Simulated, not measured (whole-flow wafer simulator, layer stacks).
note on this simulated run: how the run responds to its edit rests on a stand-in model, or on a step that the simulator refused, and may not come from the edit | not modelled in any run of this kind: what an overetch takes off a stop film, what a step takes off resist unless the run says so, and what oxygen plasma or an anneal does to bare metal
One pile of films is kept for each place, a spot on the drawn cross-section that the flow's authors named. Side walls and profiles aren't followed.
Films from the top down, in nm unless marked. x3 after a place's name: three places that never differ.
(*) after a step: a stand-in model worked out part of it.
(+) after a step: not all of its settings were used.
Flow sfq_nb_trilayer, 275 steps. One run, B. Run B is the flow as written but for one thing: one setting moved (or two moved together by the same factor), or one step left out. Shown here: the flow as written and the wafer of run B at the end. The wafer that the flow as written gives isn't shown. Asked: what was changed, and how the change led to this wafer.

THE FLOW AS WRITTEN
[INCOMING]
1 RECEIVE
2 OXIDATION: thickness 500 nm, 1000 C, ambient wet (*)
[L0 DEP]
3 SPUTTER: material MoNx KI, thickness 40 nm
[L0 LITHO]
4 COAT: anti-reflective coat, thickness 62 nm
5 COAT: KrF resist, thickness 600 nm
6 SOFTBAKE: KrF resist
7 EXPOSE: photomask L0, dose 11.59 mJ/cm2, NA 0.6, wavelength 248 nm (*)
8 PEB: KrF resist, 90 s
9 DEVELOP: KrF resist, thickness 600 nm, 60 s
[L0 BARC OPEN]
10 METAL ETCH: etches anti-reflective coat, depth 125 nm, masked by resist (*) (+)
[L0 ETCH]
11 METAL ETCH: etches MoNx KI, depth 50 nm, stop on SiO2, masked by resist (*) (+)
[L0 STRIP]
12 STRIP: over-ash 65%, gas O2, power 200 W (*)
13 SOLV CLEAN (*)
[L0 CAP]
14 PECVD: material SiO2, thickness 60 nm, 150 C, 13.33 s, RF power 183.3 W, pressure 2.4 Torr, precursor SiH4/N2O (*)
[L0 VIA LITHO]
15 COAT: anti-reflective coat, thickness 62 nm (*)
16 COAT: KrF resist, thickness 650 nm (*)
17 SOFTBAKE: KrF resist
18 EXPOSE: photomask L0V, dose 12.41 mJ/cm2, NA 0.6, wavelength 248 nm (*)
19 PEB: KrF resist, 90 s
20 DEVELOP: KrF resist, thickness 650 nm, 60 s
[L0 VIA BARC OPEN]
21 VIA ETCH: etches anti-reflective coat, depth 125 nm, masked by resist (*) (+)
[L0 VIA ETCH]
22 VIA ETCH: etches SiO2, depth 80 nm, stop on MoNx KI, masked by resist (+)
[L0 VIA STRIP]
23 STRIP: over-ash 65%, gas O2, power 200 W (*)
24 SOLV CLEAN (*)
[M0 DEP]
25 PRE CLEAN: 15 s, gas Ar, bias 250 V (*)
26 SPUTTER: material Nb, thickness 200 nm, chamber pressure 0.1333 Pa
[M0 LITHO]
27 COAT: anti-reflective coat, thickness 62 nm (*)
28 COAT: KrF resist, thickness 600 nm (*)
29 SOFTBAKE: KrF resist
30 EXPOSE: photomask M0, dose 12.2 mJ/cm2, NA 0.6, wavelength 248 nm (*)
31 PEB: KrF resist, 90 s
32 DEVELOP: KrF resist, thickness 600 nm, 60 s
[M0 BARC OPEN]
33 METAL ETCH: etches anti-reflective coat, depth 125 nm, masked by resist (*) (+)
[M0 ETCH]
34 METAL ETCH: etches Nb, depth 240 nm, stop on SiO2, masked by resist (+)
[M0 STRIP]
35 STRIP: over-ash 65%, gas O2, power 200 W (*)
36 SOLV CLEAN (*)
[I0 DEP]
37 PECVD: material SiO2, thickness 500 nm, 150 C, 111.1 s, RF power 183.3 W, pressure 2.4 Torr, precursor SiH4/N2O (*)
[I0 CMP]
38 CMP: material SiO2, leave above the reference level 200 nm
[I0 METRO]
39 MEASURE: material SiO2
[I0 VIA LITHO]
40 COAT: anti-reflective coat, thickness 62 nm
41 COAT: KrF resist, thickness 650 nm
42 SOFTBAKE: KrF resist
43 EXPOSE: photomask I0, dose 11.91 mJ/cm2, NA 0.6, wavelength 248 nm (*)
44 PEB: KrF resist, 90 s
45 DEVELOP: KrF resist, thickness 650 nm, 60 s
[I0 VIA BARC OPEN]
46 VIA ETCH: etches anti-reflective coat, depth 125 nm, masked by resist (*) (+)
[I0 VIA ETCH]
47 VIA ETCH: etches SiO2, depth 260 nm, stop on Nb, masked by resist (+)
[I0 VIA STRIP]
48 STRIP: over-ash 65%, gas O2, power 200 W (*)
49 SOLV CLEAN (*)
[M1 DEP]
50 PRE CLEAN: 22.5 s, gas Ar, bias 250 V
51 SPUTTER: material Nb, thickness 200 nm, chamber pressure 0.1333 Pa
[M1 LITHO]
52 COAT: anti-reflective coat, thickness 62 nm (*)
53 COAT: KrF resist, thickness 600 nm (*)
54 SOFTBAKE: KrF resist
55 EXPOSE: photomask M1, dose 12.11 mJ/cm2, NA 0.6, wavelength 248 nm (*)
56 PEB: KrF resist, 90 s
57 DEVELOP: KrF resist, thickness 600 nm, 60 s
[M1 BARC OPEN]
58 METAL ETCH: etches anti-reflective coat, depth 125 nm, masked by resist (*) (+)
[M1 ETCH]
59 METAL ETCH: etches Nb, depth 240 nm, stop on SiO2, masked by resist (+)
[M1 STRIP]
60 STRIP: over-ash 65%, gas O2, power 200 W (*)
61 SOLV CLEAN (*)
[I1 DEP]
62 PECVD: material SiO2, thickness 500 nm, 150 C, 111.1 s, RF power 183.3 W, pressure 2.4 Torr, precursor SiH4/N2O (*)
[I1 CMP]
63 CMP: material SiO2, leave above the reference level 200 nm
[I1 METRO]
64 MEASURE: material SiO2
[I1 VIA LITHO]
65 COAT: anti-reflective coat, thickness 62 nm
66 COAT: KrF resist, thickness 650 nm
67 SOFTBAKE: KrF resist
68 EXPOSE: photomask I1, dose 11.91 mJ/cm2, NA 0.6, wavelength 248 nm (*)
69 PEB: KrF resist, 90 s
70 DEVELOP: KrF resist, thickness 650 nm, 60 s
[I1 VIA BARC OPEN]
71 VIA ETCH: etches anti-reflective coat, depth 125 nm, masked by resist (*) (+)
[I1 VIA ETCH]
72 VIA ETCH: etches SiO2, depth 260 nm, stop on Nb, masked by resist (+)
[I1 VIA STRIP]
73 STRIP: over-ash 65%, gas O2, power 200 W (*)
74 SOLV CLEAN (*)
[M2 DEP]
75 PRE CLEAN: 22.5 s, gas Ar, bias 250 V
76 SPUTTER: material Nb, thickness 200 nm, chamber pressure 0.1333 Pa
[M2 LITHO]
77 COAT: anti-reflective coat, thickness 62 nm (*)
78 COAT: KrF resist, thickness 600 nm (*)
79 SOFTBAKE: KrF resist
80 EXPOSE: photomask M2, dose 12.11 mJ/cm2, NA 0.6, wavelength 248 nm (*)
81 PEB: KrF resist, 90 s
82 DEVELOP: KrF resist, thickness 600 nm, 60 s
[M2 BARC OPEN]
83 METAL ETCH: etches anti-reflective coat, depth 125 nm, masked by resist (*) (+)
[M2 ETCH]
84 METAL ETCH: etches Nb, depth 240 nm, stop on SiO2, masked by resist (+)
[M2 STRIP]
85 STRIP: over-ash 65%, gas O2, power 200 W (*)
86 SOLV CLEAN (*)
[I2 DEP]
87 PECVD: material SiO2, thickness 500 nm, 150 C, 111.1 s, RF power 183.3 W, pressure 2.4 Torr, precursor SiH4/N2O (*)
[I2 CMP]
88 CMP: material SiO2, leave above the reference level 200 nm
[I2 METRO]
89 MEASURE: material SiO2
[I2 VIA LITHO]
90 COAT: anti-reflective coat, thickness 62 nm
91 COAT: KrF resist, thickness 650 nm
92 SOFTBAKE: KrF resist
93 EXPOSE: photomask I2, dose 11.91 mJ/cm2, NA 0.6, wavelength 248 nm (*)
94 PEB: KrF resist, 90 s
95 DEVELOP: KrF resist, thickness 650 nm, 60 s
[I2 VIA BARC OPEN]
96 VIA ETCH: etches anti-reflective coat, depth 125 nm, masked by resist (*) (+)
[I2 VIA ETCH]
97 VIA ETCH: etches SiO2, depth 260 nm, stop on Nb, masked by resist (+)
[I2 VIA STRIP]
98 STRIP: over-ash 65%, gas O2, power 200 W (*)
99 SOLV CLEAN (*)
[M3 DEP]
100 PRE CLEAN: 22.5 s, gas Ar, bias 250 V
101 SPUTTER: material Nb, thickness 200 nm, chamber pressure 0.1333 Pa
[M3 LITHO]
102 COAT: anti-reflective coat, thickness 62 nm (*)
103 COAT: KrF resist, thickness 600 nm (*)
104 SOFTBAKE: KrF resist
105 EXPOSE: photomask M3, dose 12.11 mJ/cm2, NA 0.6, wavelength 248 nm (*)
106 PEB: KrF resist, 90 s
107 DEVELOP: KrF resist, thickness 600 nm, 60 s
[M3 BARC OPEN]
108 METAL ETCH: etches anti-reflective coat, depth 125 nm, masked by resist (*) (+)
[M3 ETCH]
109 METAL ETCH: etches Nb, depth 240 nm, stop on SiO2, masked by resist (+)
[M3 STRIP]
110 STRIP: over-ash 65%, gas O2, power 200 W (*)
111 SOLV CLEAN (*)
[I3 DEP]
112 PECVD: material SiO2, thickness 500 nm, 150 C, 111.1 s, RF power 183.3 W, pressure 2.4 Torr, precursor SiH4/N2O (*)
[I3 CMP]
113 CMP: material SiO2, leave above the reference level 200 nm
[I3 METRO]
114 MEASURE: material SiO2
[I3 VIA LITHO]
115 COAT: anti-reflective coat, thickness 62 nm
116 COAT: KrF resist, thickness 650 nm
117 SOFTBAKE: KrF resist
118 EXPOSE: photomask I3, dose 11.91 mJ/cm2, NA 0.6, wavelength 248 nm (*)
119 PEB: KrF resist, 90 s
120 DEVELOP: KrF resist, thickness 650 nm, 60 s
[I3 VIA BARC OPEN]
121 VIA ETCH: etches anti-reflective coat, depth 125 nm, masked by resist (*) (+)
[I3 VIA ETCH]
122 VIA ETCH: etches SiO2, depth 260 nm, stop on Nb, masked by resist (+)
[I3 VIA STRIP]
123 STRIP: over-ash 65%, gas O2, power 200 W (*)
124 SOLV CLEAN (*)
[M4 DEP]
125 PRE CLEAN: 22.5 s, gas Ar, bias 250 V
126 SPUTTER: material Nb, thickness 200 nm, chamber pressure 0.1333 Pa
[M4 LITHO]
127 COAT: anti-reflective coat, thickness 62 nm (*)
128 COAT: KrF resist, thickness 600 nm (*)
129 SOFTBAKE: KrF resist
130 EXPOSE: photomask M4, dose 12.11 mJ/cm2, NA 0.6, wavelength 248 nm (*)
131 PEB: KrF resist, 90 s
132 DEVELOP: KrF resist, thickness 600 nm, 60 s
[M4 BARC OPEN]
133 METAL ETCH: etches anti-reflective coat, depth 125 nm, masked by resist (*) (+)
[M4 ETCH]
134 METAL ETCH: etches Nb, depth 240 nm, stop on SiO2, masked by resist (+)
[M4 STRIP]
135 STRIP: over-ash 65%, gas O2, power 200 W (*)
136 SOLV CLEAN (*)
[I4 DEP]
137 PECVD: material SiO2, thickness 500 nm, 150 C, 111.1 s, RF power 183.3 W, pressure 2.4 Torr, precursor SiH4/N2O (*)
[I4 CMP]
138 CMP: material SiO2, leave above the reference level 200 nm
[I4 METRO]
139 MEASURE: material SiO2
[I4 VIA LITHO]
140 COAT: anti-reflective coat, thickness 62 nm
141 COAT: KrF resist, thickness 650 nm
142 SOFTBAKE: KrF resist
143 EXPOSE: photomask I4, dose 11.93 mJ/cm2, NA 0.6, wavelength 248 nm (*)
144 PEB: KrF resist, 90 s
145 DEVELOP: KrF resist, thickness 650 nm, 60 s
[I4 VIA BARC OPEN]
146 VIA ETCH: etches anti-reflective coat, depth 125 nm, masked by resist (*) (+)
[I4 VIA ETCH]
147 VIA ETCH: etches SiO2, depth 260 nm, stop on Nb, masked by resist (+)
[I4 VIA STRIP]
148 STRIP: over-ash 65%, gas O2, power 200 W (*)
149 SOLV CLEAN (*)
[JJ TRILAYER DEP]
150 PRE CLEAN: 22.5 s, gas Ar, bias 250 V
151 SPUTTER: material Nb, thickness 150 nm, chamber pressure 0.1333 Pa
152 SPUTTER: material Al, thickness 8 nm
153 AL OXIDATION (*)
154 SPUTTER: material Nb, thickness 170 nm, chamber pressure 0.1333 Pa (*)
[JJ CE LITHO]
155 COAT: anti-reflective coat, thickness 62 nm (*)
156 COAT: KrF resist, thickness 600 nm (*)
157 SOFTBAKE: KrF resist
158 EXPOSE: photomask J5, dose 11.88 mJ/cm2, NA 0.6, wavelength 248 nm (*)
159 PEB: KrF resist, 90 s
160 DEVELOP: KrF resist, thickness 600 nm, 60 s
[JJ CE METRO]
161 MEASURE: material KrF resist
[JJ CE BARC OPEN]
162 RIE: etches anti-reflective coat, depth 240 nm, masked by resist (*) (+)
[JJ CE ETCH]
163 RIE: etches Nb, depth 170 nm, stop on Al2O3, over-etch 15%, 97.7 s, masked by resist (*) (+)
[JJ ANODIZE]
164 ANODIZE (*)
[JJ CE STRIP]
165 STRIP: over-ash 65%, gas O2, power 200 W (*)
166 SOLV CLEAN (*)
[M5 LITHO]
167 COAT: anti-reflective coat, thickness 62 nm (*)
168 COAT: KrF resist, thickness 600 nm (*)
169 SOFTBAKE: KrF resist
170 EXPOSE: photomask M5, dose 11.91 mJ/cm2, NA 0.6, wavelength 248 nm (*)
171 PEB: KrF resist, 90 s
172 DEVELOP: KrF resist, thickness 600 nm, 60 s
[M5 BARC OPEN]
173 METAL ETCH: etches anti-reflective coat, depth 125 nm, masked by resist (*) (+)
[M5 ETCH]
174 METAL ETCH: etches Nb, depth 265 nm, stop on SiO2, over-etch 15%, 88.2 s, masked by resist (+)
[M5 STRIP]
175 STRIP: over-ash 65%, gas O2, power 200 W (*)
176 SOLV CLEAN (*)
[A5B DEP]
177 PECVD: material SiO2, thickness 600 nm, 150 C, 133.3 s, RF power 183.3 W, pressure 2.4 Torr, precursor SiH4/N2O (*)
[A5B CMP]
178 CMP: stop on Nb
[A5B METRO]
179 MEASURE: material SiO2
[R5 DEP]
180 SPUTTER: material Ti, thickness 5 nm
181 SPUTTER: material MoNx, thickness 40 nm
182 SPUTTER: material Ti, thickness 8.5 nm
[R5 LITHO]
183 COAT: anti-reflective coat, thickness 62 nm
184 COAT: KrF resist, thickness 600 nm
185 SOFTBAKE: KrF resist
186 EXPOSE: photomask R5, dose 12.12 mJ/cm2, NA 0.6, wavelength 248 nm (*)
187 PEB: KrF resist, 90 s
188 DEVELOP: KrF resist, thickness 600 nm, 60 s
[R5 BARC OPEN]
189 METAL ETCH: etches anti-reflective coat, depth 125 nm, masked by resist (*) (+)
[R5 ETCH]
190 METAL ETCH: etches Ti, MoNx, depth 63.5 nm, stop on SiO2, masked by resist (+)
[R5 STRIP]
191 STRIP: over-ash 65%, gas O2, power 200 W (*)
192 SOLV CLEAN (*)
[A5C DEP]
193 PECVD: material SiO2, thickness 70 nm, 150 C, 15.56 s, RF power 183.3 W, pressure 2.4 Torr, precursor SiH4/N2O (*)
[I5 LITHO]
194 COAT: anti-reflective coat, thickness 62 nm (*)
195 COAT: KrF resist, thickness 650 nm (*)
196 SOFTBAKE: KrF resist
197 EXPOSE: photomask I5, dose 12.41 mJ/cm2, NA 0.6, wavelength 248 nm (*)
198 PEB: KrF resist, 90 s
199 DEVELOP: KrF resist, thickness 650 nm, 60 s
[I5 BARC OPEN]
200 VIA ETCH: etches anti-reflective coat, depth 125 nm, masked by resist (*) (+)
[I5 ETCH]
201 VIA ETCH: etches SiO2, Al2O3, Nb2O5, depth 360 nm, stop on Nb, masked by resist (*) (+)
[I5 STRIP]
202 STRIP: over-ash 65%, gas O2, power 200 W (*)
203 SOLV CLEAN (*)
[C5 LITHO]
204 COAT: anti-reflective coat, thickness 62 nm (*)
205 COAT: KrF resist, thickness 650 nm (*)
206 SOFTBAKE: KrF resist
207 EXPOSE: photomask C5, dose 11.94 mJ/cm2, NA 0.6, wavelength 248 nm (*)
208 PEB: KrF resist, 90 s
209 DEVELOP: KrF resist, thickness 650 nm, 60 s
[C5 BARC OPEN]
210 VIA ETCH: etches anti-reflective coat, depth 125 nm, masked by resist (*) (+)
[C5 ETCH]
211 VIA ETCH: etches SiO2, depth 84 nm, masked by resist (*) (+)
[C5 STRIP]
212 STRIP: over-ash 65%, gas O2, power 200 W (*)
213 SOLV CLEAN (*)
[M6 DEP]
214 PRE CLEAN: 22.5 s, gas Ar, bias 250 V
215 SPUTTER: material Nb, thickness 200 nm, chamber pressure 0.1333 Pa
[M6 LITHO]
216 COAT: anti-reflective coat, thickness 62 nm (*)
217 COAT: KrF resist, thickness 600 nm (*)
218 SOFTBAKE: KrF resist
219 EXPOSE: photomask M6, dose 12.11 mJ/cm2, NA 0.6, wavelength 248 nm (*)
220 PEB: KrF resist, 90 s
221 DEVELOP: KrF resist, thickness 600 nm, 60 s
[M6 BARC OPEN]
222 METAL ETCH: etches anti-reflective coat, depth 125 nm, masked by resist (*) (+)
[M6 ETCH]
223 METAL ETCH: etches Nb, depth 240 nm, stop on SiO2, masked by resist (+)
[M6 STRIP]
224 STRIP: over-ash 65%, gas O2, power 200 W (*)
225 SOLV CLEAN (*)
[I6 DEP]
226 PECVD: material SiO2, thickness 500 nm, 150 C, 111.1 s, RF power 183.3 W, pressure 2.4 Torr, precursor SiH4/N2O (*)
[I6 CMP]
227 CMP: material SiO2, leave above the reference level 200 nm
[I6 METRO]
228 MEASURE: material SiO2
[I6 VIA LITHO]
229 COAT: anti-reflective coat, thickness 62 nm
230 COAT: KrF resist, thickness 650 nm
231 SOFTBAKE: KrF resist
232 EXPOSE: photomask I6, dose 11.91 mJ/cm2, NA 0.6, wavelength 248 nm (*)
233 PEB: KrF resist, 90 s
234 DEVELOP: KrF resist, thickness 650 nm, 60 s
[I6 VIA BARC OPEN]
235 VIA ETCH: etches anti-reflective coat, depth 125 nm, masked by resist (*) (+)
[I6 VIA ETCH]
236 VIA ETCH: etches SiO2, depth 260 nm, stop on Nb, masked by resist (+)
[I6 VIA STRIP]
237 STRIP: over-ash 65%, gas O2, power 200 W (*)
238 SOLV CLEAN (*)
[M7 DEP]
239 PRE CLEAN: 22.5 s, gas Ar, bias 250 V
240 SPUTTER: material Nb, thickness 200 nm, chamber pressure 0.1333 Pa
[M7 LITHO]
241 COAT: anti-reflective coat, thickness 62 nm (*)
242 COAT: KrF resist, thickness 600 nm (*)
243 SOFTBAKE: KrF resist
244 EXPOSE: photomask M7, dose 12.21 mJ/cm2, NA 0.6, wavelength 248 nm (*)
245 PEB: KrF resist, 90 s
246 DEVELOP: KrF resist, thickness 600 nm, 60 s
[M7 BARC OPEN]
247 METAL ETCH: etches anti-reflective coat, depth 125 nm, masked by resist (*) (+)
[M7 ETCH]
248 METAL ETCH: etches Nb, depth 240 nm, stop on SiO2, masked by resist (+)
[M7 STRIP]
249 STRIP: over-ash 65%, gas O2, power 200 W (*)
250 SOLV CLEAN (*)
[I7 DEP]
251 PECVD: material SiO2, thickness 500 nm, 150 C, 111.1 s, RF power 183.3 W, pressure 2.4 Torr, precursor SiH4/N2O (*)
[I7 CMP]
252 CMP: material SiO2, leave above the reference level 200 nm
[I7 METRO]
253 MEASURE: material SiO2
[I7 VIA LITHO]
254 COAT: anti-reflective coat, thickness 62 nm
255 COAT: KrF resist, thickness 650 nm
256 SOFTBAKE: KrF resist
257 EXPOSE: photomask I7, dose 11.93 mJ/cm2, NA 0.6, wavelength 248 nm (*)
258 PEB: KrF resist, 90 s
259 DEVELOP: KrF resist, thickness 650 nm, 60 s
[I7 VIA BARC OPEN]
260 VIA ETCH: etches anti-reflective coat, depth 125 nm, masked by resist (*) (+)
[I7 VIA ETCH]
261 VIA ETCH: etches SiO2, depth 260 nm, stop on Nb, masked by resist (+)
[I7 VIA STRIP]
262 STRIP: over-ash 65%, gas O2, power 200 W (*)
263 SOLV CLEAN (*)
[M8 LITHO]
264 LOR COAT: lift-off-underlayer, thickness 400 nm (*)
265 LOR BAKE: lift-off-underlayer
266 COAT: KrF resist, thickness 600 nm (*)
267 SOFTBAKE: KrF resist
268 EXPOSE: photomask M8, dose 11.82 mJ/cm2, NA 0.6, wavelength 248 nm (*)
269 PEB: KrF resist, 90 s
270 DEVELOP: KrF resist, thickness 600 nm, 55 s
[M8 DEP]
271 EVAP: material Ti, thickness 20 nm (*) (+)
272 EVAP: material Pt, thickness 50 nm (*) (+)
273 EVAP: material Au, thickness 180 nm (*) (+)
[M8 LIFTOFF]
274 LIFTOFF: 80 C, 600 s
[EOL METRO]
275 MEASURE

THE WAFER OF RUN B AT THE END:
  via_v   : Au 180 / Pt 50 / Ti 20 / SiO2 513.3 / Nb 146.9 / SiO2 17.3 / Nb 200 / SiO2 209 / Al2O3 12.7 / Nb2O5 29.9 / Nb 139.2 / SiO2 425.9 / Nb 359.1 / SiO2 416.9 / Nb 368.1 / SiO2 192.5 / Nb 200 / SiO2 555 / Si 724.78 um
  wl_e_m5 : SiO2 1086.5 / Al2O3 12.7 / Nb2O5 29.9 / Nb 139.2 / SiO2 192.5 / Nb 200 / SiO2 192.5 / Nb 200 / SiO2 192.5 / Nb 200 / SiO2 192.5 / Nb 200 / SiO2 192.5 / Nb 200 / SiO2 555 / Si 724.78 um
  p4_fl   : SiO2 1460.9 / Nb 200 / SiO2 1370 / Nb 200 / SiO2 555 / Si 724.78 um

The cause: step 227, CMP: leave above the reference level 285 nm was run, where the flow has leave above the reference level 200 nm.

How the change led to this, step by step:
  227 CMP: material SiO2, leave above the reference level 200 nm
      field_l, p4_fl, p4_fm and 59 more: SiO2 -15 (as written it would be: SiO2 -100)
      v_sur, via_wl, via_w and 15 more: SiO2 -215 (as written it would be: SiO2 -300)
      (and at 26 more places)
  236 VIA ETCH: etches SiO2, depth 260 nm, stop on Nb, masked by resist (+)
      via_v: SiO2 -260 (as written it would be: SiO2 -199.8 (all of it))
  239 PRE CLEAN: 22.5 s, gas Ar, bias 250 V
      via_v: SiO2 -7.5 (as written it would be: Nb -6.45)
  240 SPUTTER: material Nb, thickness 200 nm, chamber pressure 0.1333 Pa
      via_v: Nb +146.9 (new film) (as written it would be: Nb +161.1)
  241 COAT: anti-reflective coat, thickness 62 nm (*)
      via_sp: anti-reflective coat +50 (new film) (as written it would be: anti-reflective coat +53.1 (new film))
      via_v: anti-reflective coat +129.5 (new film) (as written it would be: anti-reflective coat +126 (new film))
      (and at 1 more place)
  242 COAT: KrF resist, thickness 600 nm (*)
      via_v: KrF resist +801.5 (new film) (as written it would be: KrF resist +742.5 (new film))
  249 STRIP: over-ash 65%, gas O2, power 200 W (*)
      via_sp: KrF resist -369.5 (all of it), anti-reflective coat -50 (all of it) (as written it would be: KrF resist -373.6 (all of it), anti-reflective coat -53.1 (all of it))
      via_v: KrF resist -583.4 (all of it), anti-reflective coat -129.5 (all of it) (as written it would be: KrF resist -524.5 (all of it), anti-reflective coat -126 (all of it))
      (and at 1 more place)
  251 PECVD: material SiO2, thickness 500 nm, 150 C, 111.1 s, RF power 183.3 W, pressure 2.4 Torr, precursor SiH4/N2O (*)
      via_v: SiO2 +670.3 (new film) (as written it would be: SiO2 +621 (new film))
  252 CMP: material SiO2, leave above the reference level 200 nm
      via_v: SiO2 -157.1 (as written it would be: SiO2 -183.1)
Counting metal films that touch as one body, via_v has 7 bodies (between them, from the top down: SiO2 513.3; SiO2 17.3; SiO2 209 / Al2O3 12.7 / Nb2O5 29.9; SiO2 425.9; SiO2 416.9; SiO2 192.5); the flow as written gives 6 bodies (between them, from the top down: SiO2 437.8; SiO2 209 / Al2O3 12.7 / Nb2O5 29.9; SiO2 425.9; SiO2 416.9; SiO2 192.5).
